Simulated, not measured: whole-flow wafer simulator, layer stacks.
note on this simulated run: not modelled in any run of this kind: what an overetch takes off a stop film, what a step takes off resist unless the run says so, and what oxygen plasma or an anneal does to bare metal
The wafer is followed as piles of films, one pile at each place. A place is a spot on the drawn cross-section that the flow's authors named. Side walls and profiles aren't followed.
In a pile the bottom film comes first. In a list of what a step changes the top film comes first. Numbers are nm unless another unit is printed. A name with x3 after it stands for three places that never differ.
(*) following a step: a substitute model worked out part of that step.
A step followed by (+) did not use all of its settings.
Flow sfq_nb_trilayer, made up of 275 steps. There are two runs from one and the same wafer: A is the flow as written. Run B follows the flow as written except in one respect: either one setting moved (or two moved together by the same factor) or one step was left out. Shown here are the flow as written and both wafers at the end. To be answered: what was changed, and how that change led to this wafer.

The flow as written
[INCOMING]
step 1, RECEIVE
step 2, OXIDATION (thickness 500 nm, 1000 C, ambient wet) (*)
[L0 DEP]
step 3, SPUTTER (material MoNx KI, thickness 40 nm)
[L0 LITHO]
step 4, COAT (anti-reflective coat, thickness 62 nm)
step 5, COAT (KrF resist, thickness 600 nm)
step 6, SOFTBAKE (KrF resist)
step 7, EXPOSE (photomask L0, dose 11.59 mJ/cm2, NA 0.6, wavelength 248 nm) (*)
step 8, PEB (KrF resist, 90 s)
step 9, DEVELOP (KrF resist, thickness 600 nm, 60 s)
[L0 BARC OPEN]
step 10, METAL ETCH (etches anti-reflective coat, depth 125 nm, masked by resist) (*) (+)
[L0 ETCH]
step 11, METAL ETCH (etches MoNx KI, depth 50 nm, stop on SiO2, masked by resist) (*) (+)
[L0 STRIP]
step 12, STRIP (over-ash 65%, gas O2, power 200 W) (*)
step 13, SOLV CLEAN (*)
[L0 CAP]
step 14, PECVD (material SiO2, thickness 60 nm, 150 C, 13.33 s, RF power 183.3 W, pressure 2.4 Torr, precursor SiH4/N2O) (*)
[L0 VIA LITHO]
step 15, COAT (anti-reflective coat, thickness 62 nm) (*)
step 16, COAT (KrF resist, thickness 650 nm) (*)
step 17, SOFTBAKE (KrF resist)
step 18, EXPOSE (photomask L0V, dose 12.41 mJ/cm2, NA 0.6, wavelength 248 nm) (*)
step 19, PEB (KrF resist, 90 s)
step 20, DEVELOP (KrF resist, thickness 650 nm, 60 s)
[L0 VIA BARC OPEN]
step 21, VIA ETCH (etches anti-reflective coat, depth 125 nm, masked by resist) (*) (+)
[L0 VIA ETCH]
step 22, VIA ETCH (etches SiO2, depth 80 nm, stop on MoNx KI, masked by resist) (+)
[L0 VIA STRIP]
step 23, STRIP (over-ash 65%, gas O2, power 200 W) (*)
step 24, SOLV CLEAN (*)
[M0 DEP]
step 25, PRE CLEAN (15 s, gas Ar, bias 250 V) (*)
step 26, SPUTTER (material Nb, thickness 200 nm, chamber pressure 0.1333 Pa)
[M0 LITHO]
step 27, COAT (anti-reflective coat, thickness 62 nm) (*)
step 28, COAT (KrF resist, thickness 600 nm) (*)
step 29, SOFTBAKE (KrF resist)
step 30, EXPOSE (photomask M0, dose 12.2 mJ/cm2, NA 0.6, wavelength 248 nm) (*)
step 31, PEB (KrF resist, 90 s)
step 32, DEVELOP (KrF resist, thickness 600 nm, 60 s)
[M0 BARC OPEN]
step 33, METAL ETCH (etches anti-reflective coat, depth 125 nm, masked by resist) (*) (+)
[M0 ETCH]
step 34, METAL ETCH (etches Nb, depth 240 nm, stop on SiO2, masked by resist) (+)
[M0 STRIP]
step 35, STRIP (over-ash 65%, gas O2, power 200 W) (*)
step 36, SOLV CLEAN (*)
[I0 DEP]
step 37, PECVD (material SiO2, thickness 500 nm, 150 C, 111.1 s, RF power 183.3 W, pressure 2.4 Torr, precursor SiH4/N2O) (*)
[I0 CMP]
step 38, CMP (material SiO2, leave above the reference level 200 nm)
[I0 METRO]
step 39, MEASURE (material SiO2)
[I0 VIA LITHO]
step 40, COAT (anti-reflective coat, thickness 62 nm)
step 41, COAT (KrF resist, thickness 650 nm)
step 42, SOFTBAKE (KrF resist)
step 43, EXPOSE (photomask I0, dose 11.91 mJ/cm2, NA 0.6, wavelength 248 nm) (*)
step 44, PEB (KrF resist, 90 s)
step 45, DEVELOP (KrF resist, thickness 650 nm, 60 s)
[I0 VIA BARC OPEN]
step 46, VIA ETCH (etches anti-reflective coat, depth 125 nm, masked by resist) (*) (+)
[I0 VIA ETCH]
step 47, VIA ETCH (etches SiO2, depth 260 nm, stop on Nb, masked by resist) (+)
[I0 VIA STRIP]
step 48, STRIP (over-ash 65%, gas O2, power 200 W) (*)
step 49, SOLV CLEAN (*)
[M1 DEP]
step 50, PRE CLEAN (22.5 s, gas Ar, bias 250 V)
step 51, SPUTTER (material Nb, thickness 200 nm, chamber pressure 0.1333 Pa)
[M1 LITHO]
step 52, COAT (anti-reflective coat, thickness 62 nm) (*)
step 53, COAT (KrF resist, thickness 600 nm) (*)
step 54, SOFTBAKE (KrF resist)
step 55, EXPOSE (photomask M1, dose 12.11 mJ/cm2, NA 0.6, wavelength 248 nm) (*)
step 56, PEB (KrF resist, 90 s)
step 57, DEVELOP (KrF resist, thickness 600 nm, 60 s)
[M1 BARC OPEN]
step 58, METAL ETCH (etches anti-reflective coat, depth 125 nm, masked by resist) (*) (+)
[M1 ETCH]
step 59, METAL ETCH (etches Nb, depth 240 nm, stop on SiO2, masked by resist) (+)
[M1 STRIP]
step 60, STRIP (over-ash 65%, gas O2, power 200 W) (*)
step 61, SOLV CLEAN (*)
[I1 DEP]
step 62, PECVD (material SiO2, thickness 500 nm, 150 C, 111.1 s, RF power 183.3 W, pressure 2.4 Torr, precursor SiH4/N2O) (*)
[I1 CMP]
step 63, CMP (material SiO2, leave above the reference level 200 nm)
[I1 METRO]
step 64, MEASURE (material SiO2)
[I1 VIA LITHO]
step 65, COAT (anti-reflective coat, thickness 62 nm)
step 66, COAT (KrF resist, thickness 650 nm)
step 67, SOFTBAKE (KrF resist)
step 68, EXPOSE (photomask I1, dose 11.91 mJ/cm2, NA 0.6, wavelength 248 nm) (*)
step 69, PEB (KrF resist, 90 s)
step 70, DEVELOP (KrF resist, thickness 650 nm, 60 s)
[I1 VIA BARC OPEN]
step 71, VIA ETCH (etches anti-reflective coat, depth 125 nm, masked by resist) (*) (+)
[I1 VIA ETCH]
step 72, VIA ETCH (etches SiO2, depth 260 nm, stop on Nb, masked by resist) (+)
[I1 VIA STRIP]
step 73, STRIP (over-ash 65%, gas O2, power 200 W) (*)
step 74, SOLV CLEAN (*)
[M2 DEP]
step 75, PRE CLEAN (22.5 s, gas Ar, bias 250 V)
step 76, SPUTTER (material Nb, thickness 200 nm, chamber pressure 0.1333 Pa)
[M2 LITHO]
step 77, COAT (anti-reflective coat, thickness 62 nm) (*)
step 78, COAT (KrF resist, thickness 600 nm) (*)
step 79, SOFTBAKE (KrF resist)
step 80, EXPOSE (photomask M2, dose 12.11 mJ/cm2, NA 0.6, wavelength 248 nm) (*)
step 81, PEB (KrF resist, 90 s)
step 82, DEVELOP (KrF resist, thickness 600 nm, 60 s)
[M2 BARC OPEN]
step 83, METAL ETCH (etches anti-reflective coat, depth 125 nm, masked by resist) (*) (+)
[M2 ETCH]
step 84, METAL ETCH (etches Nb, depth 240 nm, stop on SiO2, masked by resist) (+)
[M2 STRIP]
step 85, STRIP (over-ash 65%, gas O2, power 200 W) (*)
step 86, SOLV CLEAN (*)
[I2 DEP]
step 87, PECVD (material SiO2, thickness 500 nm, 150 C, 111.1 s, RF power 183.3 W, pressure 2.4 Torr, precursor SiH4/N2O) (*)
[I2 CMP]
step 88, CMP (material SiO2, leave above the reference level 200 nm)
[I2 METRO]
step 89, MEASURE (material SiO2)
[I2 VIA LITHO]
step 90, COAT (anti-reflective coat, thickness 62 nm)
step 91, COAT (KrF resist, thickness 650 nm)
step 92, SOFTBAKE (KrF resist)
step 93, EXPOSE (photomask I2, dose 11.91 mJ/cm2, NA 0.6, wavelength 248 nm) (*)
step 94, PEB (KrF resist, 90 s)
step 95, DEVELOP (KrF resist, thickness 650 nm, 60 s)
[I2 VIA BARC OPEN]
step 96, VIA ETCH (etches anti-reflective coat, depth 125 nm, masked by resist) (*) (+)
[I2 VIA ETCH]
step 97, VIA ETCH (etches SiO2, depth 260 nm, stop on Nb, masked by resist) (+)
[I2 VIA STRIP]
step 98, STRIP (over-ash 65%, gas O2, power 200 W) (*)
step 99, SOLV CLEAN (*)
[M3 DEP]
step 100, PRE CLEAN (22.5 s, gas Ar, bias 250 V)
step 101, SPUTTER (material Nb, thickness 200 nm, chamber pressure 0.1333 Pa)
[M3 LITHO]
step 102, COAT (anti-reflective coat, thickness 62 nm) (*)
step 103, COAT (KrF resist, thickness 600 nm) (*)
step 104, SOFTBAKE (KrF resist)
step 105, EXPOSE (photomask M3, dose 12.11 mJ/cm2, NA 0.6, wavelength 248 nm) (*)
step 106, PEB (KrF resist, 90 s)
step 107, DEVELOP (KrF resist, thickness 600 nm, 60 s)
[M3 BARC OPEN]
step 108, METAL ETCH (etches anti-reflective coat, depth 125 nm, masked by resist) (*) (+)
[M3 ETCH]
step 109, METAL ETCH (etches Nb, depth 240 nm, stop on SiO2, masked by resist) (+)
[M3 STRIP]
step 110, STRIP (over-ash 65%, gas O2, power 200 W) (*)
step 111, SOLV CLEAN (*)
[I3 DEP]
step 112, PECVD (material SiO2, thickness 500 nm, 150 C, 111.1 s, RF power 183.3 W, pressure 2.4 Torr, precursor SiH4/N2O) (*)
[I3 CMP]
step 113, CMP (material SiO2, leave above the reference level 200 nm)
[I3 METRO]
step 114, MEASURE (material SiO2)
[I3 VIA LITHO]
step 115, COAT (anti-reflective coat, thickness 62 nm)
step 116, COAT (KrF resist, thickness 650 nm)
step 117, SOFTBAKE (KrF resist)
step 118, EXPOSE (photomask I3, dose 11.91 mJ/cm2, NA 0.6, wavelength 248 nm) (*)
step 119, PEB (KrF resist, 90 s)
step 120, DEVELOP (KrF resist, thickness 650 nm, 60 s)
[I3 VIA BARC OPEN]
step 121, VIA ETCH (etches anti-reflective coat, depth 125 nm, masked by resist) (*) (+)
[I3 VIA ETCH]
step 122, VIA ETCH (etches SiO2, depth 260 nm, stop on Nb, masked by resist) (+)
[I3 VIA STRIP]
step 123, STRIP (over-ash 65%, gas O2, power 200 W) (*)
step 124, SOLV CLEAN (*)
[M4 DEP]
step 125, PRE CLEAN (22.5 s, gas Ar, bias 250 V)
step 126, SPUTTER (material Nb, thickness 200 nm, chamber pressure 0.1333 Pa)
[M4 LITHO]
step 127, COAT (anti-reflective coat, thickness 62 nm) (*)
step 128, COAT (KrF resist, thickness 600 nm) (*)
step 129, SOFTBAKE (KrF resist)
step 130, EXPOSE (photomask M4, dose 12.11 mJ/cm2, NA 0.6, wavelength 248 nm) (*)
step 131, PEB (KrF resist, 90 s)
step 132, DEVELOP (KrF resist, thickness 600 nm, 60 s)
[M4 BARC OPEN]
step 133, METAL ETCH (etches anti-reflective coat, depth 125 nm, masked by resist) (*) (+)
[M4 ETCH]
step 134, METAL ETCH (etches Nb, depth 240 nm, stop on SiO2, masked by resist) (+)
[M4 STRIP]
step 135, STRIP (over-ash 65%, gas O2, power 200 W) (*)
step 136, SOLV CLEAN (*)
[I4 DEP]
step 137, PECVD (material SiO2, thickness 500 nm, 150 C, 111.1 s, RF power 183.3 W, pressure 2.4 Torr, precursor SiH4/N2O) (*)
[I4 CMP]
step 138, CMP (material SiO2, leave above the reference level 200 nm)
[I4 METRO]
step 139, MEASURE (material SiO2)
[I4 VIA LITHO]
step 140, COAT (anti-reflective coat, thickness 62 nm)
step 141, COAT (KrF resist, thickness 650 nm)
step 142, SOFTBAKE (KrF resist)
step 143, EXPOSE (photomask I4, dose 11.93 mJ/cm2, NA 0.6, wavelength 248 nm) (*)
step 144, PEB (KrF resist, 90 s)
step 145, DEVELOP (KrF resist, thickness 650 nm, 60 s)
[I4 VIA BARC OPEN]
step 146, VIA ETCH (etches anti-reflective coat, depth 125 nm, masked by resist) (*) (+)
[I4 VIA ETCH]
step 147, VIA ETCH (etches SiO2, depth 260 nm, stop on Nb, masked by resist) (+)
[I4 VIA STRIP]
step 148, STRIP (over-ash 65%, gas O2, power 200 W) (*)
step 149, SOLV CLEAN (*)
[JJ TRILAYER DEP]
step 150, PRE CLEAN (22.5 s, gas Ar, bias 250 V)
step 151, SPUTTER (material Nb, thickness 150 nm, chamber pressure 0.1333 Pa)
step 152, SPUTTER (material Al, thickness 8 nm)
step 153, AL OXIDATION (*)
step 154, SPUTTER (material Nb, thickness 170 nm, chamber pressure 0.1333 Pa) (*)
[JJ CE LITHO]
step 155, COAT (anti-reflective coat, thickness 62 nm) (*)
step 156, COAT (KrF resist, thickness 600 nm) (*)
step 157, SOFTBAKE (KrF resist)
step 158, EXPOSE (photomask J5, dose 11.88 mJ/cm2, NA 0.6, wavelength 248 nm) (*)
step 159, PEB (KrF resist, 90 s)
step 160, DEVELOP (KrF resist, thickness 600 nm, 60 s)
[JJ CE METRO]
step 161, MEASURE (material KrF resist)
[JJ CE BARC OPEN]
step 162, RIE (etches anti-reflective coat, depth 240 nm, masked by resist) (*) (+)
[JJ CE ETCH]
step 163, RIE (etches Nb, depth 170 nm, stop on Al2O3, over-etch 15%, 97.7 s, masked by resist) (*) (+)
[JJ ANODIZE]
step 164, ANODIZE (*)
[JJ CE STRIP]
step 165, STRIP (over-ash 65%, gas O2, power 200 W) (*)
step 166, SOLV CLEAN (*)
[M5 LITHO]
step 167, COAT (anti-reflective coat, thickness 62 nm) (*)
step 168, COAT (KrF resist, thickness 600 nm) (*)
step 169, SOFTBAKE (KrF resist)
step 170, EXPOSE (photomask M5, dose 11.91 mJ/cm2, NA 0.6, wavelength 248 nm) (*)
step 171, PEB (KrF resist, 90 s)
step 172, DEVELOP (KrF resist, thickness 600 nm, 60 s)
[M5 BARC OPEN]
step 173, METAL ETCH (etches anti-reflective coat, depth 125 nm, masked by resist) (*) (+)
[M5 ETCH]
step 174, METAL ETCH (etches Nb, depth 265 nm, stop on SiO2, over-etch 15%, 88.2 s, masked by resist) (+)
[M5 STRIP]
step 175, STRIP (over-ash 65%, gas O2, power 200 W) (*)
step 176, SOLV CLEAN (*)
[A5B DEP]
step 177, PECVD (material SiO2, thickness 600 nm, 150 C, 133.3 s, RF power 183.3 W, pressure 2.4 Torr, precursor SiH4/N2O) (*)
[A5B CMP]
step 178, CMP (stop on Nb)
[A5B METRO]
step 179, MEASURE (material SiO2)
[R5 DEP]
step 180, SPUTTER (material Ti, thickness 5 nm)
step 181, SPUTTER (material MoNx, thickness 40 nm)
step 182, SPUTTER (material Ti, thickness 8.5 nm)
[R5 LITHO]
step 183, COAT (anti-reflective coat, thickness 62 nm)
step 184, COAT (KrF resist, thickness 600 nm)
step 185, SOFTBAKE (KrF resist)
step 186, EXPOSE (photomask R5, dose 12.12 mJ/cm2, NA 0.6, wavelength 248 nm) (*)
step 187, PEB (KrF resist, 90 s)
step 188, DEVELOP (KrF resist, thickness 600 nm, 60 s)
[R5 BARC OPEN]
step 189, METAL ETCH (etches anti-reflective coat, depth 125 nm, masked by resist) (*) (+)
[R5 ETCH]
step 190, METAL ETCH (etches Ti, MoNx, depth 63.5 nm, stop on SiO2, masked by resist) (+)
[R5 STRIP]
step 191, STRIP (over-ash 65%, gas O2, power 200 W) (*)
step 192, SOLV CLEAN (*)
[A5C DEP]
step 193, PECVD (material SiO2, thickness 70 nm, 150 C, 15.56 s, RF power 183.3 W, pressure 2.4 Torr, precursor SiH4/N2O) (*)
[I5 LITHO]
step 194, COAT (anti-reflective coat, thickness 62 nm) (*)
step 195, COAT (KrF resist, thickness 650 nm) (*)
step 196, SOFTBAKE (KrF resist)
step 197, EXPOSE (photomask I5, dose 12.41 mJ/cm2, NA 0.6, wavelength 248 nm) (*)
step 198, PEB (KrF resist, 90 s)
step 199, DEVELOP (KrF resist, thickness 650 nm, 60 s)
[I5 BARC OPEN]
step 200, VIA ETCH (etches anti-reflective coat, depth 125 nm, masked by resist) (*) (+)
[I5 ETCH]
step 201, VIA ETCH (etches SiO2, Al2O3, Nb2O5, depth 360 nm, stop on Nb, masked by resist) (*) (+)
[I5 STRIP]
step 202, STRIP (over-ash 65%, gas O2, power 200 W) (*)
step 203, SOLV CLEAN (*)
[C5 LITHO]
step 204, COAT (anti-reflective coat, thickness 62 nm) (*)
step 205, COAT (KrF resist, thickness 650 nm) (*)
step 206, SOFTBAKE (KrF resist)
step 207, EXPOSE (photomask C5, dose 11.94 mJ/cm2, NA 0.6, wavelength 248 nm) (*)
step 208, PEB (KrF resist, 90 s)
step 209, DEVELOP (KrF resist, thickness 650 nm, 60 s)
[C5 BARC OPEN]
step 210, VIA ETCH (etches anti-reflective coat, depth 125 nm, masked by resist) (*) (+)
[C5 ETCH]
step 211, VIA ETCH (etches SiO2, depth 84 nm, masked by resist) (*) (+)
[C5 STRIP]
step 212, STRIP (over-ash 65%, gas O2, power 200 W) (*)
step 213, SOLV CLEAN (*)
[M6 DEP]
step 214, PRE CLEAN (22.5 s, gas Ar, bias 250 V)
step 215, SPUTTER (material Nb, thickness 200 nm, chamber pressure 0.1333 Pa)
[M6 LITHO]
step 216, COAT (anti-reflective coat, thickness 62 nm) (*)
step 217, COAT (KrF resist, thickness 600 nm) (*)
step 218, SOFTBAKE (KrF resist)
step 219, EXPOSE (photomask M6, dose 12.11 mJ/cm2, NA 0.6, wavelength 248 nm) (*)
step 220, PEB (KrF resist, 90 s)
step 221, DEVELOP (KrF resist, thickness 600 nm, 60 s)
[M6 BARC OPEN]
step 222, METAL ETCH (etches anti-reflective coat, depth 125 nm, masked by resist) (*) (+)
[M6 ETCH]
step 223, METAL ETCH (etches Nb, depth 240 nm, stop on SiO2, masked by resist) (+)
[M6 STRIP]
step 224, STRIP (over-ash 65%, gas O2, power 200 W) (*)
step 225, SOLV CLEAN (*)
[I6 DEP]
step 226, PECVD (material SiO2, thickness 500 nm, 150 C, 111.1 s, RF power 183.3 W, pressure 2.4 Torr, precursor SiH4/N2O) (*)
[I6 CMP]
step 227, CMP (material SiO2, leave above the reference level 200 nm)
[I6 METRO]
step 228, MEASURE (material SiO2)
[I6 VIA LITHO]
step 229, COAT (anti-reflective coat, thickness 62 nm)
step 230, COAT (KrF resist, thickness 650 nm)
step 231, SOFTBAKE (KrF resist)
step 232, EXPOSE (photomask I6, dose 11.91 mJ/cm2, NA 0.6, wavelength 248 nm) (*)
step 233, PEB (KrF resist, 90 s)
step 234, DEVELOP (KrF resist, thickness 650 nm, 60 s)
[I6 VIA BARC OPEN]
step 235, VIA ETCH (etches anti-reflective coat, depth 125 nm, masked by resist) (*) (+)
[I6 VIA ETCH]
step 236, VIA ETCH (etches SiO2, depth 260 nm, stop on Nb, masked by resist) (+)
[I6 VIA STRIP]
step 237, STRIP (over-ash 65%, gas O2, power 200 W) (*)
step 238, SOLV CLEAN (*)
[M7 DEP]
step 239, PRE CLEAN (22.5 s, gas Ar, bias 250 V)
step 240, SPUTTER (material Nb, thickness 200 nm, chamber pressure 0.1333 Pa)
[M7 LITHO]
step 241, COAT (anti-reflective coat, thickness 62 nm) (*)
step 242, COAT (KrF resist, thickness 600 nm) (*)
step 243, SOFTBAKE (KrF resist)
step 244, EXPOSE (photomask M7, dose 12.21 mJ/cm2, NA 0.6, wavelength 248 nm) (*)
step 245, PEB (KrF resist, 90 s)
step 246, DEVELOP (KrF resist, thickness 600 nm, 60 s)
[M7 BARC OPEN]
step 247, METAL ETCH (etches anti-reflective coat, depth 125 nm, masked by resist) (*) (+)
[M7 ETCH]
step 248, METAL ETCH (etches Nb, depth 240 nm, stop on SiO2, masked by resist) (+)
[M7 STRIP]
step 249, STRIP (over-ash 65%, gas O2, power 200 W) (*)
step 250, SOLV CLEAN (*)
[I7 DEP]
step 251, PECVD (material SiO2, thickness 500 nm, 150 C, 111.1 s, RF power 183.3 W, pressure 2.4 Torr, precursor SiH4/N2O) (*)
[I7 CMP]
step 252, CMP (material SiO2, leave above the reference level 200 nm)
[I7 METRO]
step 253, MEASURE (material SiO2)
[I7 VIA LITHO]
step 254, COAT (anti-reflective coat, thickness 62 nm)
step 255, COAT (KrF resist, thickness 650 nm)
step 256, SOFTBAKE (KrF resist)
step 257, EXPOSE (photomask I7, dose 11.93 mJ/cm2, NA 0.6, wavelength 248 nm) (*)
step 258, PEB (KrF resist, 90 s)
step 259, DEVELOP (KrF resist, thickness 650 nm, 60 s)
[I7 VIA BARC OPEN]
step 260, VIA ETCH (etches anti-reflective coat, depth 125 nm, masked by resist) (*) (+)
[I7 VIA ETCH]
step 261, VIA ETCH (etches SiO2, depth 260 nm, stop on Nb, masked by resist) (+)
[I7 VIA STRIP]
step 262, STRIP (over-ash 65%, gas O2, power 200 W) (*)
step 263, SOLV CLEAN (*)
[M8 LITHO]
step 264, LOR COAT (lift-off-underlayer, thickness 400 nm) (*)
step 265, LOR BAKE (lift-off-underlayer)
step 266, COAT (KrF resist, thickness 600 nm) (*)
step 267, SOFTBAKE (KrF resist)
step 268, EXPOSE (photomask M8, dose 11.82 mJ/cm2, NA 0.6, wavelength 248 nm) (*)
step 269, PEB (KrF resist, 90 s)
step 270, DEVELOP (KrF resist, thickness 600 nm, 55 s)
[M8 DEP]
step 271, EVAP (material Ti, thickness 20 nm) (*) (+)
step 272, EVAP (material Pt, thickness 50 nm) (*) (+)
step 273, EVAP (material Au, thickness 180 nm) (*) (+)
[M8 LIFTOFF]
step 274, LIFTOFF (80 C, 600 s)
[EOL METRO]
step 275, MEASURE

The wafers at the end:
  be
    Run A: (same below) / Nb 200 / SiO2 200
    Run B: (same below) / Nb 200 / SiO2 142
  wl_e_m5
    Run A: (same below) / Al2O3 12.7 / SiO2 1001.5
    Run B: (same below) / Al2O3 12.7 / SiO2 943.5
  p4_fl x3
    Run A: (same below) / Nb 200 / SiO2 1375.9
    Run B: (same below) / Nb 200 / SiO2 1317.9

Cause: step 252, CMP: leave above the reference level 142 nm was run, whereas the flow has leave above the reference level 200 nm.
The wafer lets one read it off: be has SiO2 142, and step 252 as written asks for 200 nm.

How this came from the change, step by step:
  step 252, CMP (material SiO2, leave above the reference level 200 nm)
      field_l, p4_fl x3, p4_w1 x3 and 52 more: A -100 SiO2 | B -158 SiO2
      v_sur, via_wl, via_w and 37 more: A -300 SiO2 | B -358 SiO2
      (also at 7 further places)
  step 261, VIA ETCH (etches SiO2, depth 260 nm, stop on Nb, masked by resist) (+)
      field_l, v_sur, via_sp and 100 more: A -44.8 KrF resist | B -36.7 KrF resist
      via_wl, via_w, via_wr: A -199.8 SiO2 (all of it) | B -141.8 SiO2 (all of it)
  step 264, LOR COAT (lift-off-underlayer, thickness 400 nm) (*)
      via_wl, via_wr: A +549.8 lift-off-underlayer (new film) | B +506.3 lift-off-underlayer (new film)
      v_sur: A +369.4 lift-off-underlayer (new film) | B +378.3 lift-off-underlayer (new film)
      (also at 1 further place)
  step 270, DEVELOP (KrF resist, thickness 600 nm, 55 s)
      v_sur: A -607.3 KrF resist (all of it), -369.4 lift-off-underlayer (all of it) | B -604.8 KrF resist (all of it), -378.3 lift-off-underlayer (all of it)
      via_wl: A -623.9 KrF resist (all of it), -549.8 lift-off-underlayer (all of it) | B -616.6 KrF resist (all of it), -506.3 lift-off-underlayer (all of it)
      (also at 2 further places)
